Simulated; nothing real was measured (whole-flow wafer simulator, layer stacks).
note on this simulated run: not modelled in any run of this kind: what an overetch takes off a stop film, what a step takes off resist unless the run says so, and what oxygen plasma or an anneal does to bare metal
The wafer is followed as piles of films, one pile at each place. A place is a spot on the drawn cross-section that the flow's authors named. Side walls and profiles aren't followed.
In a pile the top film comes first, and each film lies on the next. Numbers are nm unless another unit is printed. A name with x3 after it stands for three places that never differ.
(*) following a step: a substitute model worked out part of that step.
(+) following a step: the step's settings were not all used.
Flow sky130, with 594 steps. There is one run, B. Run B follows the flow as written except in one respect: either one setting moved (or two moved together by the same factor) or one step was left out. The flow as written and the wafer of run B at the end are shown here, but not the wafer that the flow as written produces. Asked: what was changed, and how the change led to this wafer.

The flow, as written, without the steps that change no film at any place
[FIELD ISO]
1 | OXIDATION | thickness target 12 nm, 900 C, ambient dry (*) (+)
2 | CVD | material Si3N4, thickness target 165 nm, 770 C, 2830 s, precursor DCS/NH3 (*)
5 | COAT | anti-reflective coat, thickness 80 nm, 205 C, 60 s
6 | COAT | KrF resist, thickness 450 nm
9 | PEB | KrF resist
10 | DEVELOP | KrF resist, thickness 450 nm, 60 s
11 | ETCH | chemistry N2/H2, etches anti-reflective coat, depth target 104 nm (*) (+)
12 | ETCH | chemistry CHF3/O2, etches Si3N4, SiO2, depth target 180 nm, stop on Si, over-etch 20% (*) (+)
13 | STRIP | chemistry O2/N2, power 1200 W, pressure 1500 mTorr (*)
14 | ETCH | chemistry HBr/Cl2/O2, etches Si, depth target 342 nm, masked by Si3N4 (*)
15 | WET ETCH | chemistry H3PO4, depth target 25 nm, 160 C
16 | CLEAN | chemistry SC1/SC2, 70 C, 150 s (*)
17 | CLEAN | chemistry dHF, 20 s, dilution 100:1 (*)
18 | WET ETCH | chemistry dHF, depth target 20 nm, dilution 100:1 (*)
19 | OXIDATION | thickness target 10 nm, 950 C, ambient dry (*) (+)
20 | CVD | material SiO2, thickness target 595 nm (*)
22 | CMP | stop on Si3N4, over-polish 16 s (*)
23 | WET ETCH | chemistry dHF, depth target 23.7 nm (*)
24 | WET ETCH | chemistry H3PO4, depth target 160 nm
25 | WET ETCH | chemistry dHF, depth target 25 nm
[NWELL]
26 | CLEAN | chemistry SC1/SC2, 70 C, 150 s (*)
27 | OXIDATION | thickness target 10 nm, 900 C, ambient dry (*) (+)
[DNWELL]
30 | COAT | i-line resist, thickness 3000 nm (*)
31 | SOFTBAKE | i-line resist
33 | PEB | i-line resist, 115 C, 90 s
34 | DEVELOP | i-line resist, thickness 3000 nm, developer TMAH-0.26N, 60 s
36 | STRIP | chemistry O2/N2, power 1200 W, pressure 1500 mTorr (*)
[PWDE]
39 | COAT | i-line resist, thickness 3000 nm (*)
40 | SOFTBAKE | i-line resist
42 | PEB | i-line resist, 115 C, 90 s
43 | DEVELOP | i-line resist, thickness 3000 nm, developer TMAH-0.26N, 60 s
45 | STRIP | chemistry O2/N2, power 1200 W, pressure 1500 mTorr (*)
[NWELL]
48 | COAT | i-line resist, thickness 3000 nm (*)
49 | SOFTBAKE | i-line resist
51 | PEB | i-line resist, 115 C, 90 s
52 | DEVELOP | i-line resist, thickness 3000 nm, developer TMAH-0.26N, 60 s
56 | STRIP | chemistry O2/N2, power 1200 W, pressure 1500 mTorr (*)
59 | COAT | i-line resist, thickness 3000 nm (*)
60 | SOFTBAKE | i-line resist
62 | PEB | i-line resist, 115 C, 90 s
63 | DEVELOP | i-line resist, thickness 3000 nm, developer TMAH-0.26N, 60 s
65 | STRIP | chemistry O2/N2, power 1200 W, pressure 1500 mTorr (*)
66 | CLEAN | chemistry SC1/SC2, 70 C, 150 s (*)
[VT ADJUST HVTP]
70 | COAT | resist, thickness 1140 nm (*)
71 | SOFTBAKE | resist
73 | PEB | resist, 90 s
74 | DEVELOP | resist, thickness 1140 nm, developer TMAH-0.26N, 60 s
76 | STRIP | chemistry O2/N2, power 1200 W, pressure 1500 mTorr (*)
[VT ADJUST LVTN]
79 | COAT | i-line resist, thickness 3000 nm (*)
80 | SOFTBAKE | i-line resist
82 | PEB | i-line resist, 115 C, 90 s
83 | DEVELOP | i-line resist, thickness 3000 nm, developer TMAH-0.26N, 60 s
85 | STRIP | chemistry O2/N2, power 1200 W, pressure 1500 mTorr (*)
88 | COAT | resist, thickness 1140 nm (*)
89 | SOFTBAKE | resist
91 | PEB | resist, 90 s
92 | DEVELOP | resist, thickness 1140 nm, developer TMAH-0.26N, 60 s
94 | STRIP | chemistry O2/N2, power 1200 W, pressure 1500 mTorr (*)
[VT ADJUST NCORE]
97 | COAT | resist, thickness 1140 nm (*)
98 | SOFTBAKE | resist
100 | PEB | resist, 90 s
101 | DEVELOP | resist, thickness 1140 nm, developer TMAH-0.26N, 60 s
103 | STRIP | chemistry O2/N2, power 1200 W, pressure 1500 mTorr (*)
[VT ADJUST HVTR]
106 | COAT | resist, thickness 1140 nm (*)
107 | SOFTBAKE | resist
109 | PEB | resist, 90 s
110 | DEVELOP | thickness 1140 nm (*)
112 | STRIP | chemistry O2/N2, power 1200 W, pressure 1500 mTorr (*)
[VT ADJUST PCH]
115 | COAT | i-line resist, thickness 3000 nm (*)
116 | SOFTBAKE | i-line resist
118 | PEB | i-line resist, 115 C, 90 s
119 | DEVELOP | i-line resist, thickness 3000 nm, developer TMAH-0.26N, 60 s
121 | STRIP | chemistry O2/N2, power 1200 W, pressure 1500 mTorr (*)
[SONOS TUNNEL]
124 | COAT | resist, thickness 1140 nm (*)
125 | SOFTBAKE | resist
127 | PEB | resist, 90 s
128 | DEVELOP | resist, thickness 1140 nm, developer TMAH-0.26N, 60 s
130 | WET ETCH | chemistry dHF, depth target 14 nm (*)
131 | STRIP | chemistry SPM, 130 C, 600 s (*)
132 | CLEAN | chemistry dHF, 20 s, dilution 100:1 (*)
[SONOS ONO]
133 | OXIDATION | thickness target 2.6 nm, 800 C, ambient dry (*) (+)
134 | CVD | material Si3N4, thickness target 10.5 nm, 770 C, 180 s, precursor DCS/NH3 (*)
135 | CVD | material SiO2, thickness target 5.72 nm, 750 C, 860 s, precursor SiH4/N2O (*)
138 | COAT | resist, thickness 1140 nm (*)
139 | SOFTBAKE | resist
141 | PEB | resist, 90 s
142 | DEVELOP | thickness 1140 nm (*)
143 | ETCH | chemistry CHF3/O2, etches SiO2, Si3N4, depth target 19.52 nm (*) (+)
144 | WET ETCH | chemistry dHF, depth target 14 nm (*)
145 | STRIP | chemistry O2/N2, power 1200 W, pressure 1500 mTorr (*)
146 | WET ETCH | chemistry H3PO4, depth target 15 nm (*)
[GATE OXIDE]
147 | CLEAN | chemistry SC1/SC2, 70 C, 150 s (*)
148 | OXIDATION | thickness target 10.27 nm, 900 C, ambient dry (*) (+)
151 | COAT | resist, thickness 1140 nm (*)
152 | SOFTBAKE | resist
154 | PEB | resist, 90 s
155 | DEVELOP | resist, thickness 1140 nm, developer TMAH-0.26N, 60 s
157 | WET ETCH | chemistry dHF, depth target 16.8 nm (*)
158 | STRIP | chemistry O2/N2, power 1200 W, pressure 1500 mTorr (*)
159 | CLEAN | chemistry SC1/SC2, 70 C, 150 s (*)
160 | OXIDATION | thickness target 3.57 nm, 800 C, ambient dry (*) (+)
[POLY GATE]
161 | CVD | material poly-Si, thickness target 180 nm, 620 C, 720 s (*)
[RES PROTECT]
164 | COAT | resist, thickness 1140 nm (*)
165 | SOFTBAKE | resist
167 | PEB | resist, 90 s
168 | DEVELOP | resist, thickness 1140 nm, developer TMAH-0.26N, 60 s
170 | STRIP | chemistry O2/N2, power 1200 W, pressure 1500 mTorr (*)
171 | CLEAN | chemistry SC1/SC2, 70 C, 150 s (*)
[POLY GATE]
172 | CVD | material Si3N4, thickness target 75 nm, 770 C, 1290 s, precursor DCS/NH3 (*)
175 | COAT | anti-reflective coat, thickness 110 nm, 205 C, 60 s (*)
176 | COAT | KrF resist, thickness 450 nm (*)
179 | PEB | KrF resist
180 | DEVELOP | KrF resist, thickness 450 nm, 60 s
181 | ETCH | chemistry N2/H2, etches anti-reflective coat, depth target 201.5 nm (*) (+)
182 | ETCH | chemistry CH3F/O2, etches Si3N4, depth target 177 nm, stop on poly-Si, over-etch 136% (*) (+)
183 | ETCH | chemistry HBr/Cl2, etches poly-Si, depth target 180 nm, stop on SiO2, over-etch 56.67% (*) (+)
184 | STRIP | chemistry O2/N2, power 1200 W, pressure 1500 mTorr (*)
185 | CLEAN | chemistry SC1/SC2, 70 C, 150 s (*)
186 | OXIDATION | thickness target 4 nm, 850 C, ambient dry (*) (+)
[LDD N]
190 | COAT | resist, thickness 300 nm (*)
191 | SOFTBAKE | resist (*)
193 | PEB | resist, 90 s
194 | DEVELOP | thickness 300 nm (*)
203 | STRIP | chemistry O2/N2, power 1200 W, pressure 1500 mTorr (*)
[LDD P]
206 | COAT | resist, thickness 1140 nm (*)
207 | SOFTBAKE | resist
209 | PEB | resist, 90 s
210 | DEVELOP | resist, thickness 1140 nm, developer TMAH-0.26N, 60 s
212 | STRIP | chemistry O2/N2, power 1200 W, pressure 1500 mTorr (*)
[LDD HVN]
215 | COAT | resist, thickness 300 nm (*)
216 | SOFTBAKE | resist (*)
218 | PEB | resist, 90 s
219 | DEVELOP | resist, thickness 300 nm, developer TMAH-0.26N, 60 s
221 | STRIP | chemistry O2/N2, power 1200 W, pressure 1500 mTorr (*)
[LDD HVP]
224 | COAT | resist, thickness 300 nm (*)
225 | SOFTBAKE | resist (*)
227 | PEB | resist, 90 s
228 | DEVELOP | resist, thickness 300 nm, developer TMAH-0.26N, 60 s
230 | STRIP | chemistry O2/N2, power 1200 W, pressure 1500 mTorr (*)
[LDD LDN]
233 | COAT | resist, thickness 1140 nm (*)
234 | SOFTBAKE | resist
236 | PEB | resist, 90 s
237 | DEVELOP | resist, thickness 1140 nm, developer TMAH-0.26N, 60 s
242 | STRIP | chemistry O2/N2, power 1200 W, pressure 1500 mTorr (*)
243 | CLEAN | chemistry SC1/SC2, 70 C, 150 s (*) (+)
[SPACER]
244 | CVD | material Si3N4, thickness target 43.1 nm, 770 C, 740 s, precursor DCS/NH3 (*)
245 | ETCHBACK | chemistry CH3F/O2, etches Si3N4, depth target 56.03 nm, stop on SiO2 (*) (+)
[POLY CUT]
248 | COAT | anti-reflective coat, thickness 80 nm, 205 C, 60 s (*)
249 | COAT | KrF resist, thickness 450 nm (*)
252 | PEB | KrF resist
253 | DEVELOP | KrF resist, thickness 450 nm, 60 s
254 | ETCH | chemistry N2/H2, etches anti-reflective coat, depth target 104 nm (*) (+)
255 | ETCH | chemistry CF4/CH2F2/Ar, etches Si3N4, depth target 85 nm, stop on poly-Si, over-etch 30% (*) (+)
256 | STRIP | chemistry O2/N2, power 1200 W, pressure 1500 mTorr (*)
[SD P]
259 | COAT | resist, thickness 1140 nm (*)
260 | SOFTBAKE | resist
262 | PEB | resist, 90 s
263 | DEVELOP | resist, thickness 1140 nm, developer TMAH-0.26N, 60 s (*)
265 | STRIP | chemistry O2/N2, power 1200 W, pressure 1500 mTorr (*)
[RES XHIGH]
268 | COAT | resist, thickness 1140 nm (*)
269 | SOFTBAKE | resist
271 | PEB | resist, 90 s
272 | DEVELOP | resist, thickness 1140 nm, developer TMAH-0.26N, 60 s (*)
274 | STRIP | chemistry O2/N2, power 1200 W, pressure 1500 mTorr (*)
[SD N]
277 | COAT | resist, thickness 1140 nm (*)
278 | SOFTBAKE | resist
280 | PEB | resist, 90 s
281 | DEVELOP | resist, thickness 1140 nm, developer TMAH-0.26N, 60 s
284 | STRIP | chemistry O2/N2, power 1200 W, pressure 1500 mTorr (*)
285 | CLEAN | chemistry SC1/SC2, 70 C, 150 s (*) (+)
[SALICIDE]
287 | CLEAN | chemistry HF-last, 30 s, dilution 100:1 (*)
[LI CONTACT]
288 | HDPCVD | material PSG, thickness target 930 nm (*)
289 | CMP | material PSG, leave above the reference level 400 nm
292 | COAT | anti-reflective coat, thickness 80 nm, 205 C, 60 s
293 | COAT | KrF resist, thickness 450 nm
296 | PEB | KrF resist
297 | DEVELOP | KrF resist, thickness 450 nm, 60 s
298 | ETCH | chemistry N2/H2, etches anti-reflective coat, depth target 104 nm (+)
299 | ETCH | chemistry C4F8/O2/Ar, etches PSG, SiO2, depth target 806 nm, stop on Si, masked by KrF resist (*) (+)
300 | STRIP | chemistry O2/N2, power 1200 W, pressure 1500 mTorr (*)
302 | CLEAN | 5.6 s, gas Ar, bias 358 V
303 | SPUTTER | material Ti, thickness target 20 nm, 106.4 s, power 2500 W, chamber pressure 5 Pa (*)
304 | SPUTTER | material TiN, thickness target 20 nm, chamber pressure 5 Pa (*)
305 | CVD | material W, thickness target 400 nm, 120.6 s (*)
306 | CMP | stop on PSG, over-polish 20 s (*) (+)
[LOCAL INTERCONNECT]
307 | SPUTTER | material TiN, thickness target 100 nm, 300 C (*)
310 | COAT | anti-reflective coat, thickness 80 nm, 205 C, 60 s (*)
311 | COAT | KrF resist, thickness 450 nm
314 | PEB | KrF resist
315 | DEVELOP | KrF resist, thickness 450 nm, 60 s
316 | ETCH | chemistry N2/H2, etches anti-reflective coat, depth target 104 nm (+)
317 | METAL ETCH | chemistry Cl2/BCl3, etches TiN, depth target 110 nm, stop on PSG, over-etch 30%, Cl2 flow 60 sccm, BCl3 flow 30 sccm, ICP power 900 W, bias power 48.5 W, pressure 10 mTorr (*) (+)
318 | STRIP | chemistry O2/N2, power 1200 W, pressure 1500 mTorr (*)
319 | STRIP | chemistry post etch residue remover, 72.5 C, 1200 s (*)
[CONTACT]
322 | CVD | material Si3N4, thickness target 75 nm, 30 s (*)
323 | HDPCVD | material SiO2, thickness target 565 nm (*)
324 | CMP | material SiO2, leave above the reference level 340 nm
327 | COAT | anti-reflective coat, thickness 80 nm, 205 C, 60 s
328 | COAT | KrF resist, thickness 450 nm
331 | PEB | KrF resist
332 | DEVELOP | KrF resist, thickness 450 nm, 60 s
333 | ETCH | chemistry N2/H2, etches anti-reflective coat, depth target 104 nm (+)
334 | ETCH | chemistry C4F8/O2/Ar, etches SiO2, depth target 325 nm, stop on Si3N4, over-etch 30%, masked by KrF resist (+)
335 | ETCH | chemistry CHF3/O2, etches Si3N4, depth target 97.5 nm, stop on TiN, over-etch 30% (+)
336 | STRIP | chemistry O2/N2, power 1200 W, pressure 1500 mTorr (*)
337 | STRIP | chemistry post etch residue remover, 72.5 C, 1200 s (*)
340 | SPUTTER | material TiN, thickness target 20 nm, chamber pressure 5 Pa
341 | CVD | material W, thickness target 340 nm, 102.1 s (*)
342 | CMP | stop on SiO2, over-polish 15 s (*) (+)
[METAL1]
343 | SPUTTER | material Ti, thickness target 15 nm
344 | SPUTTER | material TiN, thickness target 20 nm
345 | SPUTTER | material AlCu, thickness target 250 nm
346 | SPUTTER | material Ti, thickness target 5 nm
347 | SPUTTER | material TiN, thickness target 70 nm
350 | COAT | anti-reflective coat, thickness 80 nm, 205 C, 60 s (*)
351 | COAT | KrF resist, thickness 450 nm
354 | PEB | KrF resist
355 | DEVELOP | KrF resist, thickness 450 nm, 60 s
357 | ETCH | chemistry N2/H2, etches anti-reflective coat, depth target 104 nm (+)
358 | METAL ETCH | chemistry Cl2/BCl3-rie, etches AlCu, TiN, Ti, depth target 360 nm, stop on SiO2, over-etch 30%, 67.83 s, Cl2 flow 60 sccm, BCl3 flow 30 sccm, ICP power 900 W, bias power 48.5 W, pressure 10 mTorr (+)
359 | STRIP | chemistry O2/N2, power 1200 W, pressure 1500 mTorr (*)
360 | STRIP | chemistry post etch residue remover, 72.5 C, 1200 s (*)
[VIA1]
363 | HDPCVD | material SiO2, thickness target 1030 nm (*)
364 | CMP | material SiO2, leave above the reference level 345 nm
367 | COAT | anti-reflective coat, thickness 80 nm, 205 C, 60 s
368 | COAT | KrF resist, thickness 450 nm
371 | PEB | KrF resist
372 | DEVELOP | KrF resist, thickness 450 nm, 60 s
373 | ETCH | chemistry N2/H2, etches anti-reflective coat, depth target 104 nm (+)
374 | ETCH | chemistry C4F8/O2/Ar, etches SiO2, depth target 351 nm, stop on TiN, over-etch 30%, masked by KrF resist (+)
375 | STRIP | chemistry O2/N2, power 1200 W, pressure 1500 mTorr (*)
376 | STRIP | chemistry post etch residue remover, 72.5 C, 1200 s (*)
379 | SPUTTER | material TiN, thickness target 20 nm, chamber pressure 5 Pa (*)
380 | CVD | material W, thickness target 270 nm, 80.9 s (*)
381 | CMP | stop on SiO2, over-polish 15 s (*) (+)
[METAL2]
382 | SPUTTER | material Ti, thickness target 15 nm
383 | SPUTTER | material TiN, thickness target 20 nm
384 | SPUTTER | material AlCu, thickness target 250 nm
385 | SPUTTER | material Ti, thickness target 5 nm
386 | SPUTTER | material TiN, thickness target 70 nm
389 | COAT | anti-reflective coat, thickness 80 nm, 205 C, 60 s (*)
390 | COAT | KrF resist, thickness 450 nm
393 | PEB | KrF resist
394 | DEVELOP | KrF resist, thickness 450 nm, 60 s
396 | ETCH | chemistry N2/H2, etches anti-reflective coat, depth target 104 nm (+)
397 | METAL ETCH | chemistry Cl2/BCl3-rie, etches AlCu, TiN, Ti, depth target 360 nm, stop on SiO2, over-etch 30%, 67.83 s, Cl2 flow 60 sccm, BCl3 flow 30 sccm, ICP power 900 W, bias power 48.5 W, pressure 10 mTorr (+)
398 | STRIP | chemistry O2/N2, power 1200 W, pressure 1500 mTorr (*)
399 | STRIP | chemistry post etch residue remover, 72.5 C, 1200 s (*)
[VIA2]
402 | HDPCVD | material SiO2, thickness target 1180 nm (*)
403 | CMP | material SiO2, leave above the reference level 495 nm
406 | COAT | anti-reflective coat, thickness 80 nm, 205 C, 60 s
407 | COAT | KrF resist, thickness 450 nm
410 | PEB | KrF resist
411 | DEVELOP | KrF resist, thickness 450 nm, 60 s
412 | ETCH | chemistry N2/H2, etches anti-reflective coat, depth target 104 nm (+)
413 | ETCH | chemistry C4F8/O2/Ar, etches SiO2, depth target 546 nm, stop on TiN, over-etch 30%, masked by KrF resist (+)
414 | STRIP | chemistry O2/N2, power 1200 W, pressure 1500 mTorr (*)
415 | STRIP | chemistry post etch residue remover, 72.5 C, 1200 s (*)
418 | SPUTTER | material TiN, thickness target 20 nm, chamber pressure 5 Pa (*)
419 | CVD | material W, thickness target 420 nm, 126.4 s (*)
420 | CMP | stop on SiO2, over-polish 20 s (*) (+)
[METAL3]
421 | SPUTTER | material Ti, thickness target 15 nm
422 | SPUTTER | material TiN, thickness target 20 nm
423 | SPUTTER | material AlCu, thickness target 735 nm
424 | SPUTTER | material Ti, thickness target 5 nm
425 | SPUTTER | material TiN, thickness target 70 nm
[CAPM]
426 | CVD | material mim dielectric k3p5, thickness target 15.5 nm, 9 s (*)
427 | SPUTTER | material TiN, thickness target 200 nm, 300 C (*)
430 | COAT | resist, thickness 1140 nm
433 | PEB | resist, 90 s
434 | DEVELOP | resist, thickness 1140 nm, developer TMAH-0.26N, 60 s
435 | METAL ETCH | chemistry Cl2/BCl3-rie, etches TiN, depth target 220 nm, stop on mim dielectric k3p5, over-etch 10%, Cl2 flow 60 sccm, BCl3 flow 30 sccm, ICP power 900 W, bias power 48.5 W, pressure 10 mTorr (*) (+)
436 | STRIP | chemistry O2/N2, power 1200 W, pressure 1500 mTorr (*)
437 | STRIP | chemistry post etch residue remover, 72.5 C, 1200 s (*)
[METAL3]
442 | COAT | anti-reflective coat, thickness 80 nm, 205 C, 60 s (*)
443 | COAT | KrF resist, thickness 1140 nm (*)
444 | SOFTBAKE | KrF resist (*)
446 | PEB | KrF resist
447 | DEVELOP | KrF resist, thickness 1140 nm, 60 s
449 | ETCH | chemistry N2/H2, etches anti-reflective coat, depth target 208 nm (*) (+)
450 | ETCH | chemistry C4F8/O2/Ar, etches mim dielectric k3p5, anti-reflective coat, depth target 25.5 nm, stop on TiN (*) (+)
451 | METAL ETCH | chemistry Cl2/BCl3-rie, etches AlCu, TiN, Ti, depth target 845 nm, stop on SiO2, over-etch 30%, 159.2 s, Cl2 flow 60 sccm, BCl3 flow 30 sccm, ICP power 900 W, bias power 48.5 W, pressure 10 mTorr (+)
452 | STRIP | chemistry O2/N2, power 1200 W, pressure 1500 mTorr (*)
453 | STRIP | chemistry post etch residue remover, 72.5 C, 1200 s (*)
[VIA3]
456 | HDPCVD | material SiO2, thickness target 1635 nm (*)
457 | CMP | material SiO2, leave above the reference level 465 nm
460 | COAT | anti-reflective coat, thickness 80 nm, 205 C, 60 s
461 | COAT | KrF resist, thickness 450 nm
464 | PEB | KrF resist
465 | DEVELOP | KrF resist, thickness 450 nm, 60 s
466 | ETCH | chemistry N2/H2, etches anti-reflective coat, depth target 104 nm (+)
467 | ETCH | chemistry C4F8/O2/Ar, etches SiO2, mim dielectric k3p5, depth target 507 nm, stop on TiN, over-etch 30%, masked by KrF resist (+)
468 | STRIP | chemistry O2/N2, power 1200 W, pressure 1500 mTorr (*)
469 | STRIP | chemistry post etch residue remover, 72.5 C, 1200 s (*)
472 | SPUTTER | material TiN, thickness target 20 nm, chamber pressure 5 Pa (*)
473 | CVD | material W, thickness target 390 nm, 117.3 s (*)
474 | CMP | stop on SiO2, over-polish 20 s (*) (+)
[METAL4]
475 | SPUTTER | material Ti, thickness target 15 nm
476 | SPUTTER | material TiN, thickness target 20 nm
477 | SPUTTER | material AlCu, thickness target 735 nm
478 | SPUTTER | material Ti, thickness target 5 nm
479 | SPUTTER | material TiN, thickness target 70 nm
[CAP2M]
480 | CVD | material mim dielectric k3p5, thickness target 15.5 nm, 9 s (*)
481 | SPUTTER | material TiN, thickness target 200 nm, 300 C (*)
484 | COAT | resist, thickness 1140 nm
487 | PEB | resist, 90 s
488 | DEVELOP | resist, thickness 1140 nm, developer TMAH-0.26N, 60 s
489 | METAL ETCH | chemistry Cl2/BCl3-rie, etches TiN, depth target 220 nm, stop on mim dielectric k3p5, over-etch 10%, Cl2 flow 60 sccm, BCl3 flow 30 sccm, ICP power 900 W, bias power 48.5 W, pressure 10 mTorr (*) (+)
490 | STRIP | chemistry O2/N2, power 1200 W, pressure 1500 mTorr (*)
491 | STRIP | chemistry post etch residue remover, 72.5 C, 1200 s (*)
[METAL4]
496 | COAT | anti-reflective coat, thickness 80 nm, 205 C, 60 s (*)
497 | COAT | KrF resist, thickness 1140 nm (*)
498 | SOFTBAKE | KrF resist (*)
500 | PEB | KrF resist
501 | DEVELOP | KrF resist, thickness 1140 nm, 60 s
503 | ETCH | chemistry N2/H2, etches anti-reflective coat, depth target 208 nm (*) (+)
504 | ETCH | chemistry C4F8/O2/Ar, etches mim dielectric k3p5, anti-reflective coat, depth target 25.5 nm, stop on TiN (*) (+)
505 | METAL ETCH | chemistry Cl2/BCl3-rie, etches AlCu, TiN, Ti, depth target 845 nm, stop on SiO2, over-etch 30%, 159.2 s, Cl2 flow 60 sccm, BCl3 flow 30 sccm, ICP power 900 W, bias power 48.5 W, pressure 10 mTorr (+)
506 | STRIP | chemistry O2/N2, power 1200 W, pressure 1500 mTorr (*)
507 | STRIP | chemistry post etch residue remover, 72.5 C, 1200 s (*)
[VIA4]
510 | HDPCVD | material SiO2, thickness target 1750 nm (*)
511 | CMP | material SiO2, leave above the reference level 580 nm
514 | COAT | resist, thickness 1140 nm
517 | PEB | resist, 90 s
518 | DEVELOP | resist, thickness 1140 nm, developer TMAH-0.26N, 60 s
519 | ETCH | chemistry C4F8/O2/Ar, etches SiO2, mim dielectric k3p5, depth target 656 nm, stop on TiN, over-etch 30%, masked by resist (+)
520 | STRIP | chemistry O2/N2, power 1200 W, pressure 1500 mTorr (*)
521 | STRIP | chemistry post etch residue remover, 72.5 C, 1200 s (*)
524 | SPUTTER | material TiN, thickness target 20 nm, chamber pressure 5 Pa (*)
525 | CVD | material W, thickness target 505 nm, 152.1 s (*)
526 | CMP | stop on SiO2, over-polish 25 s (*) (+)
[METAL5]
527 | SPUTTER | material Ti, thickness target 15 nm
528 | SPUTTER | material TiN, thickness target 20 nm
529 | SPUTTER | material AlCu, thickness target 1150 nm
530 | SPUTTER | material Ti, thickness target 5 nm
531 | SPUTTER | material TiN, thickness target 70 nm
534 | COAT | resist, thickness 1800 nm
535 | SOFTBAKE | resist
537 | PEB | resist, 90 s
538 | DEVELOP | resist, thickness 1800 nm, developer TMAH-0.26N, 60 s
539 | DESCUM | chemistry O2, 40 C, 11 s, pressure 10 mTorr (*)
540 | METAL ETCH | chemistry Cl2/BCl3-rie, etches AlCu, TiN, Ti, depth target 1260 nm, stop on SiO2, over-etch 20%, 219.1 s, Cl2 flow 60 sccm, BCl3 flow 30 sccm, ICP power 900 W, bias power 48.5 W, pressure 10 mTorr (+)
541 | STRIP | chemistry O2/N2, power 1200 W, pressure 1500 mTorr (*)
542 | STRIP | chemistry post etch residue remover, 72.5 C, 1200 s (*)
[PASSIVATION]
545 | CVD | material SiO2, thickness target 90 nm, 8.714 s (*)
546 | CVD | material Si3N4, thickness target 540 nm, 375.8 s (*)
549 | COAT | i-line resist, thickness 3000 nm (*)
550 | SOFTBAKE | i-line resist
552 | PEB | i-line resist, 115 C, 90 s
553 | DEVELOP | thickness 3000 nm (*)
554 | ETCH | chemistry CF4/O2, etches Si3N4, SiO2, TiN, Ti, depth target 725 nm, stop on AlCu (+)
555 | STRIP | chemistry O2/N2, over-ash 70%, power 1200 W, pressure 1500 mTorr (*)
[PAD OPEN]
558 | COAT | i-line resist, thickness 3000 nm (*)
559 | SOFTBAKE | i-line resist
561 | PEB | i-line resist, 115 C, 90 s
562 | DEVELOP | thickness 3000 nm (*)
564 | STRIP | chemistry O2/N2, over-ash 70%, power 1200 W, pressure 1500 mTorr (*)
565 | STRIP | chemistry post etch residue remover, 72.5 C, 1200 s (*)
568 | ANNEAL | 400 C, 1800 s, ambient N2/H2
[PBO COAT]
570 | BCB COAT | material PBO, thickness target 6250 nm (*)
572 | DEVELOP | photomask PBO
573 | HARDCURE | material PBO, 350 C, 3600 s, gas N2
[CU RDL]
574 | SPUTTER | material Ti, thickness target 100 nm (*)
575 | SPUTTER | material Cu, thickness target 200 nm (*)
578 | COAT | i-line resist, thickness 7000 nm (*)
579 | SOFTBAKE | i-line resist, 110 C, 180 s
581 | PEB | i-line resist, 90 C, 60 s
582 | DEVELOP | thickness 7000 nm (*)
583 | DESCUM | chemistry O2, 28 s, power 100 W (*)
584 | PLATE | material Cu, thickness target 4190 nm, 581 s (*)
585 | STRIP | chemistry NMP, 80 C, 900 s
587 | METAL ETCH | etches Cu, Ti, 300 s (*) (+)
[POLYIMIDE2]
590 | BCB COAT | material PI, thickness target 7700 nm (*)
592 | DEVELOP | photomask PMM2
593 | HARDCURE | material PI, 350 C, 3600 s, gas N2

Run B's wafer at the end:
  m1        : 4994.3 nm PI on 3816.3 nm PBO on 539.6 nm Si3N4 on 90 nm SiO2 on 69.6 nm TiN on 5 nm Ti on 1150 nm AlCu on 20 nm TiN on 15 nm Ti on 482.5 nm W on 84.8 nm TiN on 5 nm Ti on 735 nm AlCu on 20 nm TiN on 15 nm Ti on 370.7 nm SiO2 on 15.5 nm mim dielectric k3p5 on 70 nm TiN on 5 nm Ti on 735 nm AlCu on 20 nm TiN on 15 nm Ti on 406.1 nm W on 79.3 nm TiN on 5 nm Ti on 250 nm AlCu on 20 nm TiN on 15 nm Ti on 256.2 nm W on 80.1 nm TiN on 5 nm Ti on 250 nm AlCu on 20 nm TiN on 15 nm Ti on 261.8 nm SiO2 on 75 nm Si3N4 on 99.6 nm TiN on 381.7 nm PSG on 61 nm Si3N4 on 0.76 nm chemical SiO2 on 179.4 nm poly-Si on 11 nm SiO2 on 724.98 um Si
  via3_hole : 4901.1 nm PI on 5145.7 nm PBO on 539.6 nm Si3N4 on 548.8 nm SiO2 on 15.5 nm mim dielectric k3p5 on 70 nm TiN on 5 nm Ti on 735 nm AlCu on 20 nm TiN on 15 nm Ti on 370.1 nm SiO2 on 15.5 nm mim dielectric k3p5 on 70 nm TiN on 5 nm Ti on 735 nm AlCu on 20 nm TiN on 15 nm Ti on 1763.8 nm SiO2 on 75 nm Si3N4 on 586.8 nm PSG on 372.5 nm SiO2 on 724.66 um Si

Cause: step 467, ETCH: chemistry C4F8/O2/Ar, etches SiO2, mim dielectric k3p5, depth target 507 nm, stop on TiN, over-etch 30%, masked by KrF resist (+), was skipped.

How this came from the change, step by step:
  468 | STRIP | chemistry O2/N2, power 1200 W, pressure 1500 mTorr (*)
      field, active, n_well and 187 more: -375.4 KrF resist (all of it), -80 anti-reflective coat (all of it) (as written it would have been: -274 KrF resist (all of it), -80 anti-reflective coat (all of it))
  472 | SPUTTER | material TiN, thickness target 20 nm, chamber pressure 5 Pa (*)
      m1, via3_hole: +20 TiN (new film) (as written it would have been: +10.6 TiN)
  473 | CVD | material W, thickness target 390 nm, 117.3 s (*)
      m1: +390 W (new film) (as written it would have been: +790.5 W (new film))
      via3_hole: +390 W (new film) (as written it would have been: +789.9 W (new film))
  474 | CMP | stop on SiO2, over-polish 20 s (*) (+)
      m1, via3_hole: -390 W (all of it), -20 TiN (all of it), -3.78 SiO2 (as written it would have been: -415 W)
If metal films that touch count as one body, m1 has 3 bodies (between them, from the top down: SiO2 370.7 / mim dielectric k3p5 15.5; SiO2 261.8 / Si3N4 75); the flow as written gives 2 bodies (between them, from the top down: SiO2 261.8 / Si3N4 75).
If metal films that touch count as one body, via3_hole has 2 bodies (between them, from the top down: SiO2 370.1 / mim dielectric k3p5 15.5); the flow as written gives 1 body.
